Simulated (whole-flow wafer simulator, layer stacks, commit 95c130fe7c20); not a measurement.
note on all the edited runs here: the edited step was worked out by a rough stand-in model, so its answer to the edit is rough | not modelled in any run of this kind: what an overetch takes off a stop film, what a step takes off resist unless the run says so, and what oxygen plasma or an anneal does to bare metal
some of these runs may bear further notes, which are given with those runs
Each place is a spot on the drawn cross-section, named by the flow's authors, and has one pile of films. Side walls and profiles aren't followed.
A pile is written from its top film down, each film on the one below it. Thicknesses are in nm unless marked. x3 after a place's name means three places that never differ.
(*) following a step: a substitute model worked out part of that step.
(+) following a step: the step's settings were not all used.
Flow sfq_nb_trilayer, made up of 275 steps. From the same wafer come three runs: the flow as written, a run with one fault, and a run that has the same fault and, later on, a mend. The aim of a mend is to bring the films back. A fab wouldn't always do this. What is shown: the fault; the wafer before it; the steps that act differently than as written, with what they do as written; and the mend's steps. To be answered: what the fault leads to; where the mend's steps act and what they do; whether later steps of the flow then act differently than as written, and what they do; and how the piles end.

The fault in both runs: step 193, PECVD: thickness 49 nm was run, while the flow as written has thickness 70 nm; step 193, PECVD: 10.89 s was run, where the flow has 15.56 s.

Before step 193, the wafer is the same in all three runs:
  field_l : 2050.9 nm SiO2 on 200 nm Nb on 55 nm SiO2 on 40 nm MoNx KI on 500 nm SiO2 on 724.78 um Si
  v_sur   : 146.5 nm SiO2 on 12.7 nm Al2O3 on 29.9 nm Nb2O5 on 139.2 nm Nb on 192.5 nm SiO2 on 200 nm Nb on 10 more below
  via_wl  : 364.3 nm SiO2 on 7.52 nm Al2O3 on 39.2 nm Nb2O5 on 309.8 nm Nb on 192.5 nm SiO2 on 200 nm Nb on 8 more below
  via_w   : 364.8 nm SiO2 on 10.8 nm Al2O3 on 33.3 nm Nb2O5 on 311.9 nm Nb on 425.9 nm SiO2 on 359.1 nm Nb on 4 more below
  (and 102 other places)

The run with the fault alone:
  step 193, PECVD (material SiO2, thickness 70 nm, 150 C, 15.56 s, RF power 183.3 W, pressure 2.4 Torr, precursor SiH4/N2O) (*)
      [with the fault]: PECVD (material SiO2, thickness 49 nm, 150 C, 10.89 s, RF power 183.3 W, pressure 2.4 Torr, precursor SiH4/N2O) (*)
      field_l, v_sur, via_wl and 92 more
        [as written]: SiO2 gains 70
        [with the fault]: SiO2 gains 49
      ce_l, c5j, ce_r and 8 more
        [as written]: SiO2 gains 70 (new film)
        [with the fault]: SiO2 gains 49 (new film)
  Steps further on in the flow that do not act as written (10 other steps are not shown; they differ only slightly, by no more than 2% or 0.5 nm, whichever is larger):
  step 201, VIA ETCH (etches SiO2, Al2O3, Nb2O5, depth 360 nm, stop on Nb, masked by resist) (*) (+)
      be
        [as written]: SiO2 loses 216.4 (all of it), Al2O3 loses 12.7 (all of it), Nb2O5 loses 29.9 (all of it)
        [with the fault]: SiO2 loses 195.4 (all of it), Al2O3 loses 12.7 (all of it), Nb2O5 loses 29.9 (all of it)
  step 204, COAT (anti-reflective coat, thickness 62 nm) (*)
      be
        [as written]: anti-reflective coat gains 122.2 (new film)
        [with the fault]: anti-reflective coat gains 119.1 (new film)
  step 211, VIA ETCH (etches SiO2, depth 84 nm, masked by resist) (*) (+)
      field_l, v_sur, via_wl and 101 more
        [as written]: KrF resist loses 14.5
        [with the fault]: KrF resist loses 12.6
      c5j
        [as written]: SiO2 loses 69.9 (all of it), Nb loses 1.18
        [with the fault]: SiO2 loses 48.9 (all of it), Nb loses 2.03
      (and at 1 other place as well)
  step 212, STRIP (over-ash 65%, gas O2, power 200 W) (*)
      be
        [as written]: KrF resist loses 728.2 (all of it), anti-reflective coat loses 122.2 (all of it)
        [with the fault]: KrF resist loses 715 (all of it), anti-reflective coat loses 119.1 (all of it)
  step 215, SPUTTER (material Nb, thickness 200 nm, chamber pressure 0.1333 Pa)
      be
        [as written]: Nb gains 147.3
        [with the fault]: Nb gains 152.1
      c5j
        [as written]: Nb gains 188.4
        [with the fault]: Nb gains 194.4
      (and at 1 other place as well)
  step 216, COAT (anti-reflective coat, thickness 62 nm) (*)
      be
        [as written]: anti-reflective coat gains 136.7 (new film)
        [with the fault]: anti-reflective coat gains 132.8 (new film)
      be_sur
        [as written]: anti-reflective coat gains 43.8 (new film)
        [with the fault]: anti-reflective coat gains 44.7 (new film)
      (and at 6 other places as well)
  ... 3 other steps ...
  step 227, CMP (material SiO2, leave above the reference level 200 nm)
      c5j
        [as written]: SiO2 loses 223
        [with the fault]: SiO2 loses 234.4
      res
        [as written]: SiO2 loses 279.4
        [with the fault]: SiO2 loses 304.5
  At v_sur, via_wl, via_w and 61 more, the piles at the end differ from the flow's by more than 2% or 0.5 nm, whichever is larger.
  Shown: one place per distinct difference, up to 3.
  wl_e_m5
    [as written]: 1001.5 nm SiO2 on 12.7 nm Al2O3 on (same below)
    [with the fault]: 980.5 nm SiO2 on 12.7 nm Al2O3 on (same below)
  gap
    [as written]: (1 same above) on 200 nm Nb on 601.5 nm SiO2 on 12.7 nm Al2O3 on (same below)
    [with the fault]: (1 same above) on 200 nm Nb on 580.5 nm SiO2 on 12.7 nm Al2O3 on (same below)
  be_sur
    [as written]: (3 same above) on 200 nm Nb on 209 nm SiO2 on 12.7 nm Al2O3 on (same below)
    [with the fault]: (3 same above) on 200 nm Nb on 188 nm SiO2 on 12.7 nm Al2O3 on (same below)

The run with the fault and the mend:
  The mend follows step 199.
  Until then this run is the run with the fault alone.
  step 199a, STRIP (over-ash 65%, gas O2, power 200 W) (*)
      p4_fl x3, p4_w1 x9, p4_g1 x2 and 33 more
        KrF resist loses 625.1 (all of it), anti-reflective coat loses 62 (all of it)
      wl_b_m5, wl_b_sr, wl_c_sl and 12 more
        KrF resist loses 625 (all of it), anti-reflective coat loses 62 (all of it)
      v_sur, via_wl, via_w
        KrF resist loses 625.7 (all of it), anti-reflective coat loses 62.2 (all of it)
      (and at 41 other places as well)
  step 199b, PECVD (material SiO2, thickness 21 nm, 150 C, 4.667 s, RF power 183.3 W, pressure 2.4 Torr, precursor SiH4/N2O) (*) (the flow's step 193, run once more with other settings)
      field_l, v_sur, via_wl and 103 more
        SiO2 gains 21
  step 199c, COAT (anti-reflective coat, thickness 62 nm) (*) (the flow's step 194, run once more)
      p4_fl x3, p4_w1 x9, p4_g1 x2 and 50 more
        anti-reflective coat gains 62 (new film)
      via_wr, via_sp, via_v, wire, lsp_r, l0_sur, l0v
        anti-reflective coat gains 62.3 (new film)
      be, be_sur, gap, lsp_m, ln_m6
        anti-reflective coat gains 62.4 (new film)
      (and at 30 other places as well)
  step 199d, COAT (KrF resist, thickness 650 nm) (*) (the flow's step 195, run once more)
      p4_fl x3, p4_w1 x9, p4_g1 x2 and 33 more
        KrF resist gains 650 (new film)
      wl_b_m5, wl_b_sr, wl_c_sl and 12 more
        KrF resist gains 649.9 (new film)
      v_sur, via_wl, via_w
        KrF resist gains 650.6 (new film)
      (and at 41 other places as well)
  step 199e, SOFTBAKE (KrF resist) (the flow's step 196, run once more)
      alters no film at any place that is followed
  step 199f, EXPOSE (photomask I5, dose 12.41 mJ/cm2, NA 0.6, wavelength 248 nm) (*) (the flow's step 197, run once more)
      alters no film at any place that is followed
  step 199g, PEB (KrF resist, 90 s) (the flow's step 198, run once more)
      field_l, v_sur, via_wl and 87 more
        KrF resist loses 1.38
      jj_sur, ce_l, sp_r, moat, field_r, wl_jj
        KrF resist loses 1.39
      be_r, r_sur, res, r_end
        KrF resist loses 1.33
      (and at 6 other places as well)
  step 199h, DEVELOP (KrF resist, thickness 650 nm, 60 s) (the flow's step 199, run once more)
      field_l, v_sur, via_wl and 102 more
        KrF resist loses 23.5
      be
        KrF resist loses 649.8 (all of it)
  Every later step of the flow that is run acts as written, at every place that is followed, to within 2% or 0.5 nm, whichever is larger.
  The piles end the same as the flow's at every place that both follow.
